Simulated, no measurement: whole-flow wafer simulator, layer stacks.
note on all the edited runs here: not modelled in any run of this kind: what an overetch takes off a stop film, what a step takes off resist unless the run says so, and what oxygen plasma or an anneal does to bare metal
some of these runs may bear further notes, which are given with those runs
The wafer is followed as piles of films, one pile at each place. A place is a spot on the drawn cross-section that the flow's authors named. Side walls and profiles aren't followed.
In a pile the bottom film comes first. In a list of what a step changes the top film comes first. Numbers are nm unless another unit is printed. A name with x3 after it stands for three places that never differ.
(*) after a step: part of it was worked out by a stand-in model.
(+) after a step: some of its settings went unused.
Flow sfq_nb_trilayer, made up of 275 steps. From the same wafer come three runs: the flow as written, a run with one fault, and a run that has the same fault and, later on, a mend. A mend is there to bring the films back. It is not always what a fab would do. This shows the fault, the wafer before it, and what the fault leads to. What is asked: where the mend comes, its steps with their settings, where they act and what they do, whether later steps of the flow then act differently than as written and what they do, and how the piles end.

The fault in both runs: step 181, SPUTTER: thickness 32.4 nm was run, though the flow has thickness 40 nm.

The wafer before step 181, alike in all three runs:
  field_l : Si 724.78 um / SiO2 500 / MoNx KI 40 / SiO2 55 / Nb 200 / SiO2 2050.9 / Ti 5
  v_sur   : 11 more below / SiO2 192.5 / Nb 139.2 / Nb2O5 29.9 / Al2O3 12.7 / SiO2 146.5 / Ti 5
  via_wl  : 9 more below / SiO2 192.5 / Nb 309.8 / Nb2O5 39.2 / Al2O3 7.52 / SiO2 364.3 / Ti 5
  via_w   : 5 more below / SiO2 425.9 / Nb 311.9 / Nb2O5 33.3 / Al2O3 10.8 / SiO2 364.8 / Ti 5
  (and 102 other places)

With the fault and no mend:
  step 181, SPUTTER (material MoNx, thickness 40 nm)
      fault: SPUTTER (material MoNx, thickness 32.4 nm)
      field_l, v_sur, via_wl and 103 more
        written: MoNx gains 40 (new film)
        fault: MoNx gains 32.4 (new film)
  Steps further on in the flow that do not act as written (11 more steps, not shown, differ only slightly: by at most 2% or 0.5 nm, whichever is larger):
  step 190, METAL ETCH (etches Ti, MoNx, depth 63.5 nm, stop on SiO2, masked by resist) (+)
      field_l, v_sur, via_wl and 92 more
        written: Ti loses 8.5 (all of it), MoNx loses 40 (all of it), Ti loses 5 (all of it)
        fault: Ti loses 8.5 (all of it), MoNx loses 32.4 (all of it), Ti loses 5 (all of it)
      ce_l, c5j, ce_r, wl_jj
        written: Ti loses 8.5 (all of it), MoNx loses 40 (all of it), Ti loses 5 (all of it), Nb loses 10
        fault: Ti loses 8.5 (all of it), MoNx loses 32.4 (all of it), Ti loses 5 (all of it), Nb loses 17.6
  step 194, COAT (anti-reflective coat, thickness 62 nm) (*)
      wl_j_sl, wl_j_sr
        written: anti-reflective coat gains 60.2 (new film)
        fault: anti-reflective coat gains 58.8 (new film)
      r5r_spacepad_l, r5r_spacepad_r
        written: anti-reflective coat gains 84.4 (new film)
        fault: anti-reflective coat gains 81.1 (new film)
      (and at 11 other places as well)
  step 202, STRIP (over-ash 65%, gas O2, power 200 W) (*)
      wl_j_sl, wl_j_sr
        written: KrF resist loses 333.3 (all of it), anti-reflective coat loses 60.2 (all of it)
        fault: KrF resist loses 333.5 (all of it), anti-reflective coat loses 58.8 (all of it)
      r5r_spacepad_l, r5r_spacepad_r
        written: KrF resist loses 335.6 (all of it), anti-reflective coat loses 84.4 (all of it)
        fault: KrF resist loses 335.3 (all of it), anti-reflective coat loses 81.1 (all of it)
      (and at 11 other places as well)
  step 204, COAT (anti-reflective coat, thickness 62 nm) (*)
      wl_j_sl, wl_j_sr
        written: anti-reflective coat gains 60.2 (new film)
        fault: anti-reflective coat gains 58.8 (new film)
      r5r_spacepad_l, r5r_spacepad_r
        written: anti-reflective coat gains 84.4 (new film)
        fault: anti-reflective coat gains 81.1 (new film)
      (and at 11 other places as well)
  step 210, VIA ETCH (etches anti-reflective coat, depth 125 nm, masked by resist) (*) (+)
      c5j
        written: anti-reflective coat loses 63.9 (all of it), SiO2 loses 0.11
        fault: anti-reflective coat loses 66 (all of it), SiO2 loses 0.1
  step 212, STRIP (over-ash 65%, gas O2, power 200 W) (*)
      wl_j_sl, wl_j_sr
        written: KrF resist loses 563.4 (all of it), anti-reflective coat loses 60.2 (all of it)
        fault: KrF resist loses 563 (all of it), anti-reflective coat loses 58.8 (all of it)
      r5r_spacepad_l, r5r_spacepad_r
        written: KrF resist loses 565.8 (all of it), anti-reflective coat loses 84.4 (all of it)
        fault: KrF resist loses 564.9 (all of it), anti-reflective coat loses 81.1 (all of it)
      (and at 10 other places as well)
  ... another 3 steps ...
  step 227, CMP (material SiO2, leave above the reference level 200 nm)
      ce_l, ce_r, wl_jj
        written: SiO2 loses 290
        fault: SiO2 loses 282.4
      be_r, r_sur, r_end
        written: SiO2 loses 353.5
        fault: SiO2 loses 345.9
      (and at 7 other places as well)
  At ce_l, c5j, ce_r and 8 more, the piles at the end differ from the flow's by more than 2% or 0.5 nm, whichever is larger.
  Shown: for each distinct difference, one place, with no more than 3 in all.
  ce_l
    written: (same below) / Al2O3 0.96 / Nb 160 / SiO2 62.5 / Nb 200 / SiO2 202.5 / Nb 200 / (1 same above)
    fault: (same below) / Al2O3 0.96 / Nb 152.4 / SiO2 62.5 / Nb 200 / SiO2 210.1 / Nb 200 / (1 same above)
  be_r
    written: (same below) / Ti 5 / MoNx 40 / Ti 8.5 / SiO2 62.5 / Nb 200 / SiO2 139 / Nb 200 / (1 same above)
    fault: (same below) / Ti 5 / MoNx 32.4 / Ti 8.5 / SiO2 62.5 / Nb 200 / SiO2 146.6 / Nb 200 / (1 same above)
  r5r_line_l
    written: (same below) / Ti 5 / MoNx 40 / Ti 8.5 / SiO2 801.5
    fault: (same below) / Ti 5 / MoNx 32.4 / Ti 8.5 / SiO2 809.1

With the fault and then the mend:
  The mend follows step 181.
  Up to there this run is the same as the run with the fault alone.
  step 181a, SPUTTER (material MoNx, thickness 7.6 nm) (a further turn of the flow's step 181, with different settings)
      field_l, v_sur, via_wl and 103 more
        MoNx gains 7.6
  Every later step of the flow that is run acts as written at every place that is followed.
  The piles end the same as the flow's at every place that both follow.
